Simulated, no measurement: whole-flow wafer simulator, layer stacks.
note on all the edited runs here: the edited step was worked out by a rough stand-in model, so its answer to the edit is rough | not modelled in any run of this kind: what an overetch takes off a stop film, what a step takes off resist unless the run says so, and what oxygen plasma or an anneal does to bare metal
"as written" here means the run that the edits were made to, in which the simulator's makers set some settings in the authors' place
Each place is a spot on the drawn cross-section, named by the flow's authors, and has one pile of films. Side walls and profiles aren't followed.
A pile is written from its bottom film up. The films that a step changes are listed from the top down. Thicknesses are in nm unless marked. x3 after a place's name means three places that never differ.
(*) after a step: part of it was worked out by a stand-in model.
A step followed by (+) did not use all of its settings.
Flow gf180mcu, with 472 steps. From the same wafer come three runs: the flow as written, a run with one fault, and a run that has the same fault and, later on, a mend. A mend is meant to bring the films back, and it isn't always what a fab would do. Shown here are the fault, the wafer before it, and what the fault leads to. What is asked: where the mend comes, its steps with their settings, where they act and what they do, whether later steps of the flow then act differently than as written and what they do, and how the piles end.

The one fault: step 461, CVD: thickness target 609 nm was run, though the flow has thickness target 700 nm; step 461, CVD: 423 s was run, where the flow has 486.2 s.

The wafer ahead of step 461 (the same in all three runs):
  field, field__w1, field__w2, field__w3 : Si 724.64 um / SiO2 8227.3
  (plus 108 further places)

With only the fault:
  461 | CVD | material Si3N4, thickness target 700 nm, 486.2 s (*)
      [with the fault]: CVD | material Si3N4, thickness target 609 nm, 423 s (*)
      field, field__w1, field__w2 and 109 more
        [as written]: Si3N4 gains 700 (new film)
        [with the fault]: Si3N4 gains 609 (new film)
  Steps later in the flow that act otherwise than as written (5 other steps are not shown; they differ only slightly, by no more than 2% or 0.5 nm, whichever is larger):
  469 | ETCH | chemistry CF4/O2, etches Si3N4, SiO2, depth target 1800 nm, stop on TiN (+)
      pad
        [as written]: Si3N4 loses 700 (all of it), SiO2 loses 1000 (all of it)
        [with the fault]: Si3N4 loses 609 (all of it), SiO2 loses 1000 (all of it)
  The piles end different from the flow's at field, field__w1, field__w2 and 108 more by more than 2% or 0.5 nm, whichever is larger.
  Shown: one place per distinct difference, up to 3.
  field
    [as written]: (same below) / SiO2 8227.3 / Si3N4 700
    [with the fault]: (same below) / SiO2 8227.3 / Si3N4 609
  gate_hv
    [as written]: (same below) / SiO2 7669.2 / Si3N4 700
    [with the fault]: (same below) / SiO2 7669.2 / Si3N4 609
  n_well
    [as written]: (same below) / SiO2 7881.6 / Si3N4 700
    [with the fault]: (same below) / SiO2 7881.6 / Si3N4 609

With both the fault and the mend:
  The mend follows step 468.
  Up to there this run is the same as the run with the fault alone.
  468a | STRIP | chemistry O2/N2, power 2160 W, pressure 1700 mTorr (*)
      iso_ptap_pw, iso_ntap_nw, iso_nw_fld and 33 more
        i-line resist loses 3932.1 (all of it)
      p_well, sti, spacer, sd_n, mim_1p0, dice_street
        i-line resist loses 3938.2 (all of it)
      n_well, sd_p, gate_p, nw_enc_fld_lv__w3
        i-line resist loses 3976.7 (all of it)
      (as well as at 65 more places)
  468b | CVD | material Si3N4, thickness target 91 nm, 63.2 s (*) (the flow's step 461, run once more with other settings)
      field, field__w1, field__w2 and 109 more
        Si3N4 gains 91.1
  468c | HMDS | 120 C, 60 s (the flow's step 463, run once more)
      alters no film at any place that is followed
  468d | COAT | i-line resist, thickness 4000 nm (*) (the flow's step 464, run once more)
      iso_ptap_pw, iso_ntap_nw, iso_nw_fld and 33 more
        i-line resist gains 4000 (new film)
      p_well, sti, spacer, sd_n, mim_1p0, dice_street
        i-line resist gains 4006.3 (new film)
      field__w5, field__w9, field__w11, gate_p_hv, nplus_u
        i-line resist gains 4017 (new film)
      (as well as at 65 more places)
  468e | SOFTBAKE | i-line resist (the flow's step 465, run once more)
      field__w2, field_sub__w3, field_sub__w4
        i-line resist gains 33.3
      field__w11, field__w13, ppoly_u
        i-line resist gains 37.5
      field__w6, field_sub
        i-line resist gains 32.7
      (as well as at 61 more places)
  468f | EXPOSE | photomask Pad (the flow's step 466, run once more)
      alters no film at any place that is followed
  468g | PEB | i-line resist, 115 C, 93.9 s (the flow's step 467, run once more)
      iso_ptap_pw, iso_ntap_nw, iso_nw_fld and 33 more
        i-line resist loses 67.9
      field, field__w2, field__w3 and 25 more
        i-line resist loses 68.8
      field_sub, field_sub__w1, field_sub__w2 and 23 more
        i-line resist loses 68.7
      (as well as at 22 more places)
  468h | DEVELOP | thickness 4000 nm (*) (the flow's step 468, run once more)
      field__w12, field_sub__w1, field_sub__w3 and 21 more
        i-line resist loses 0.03
      pad
        i-line resist loses 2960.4 (all of it)
  Later steps of the flow that are run all act as written at every place that is followed, up to a difference of at most 2% or 0.5 nm, whichever is larger.
  The piles end only slightly different from the flow's at the places that both follow, by no more than 2% or 0.5 nm, whichever is larger.
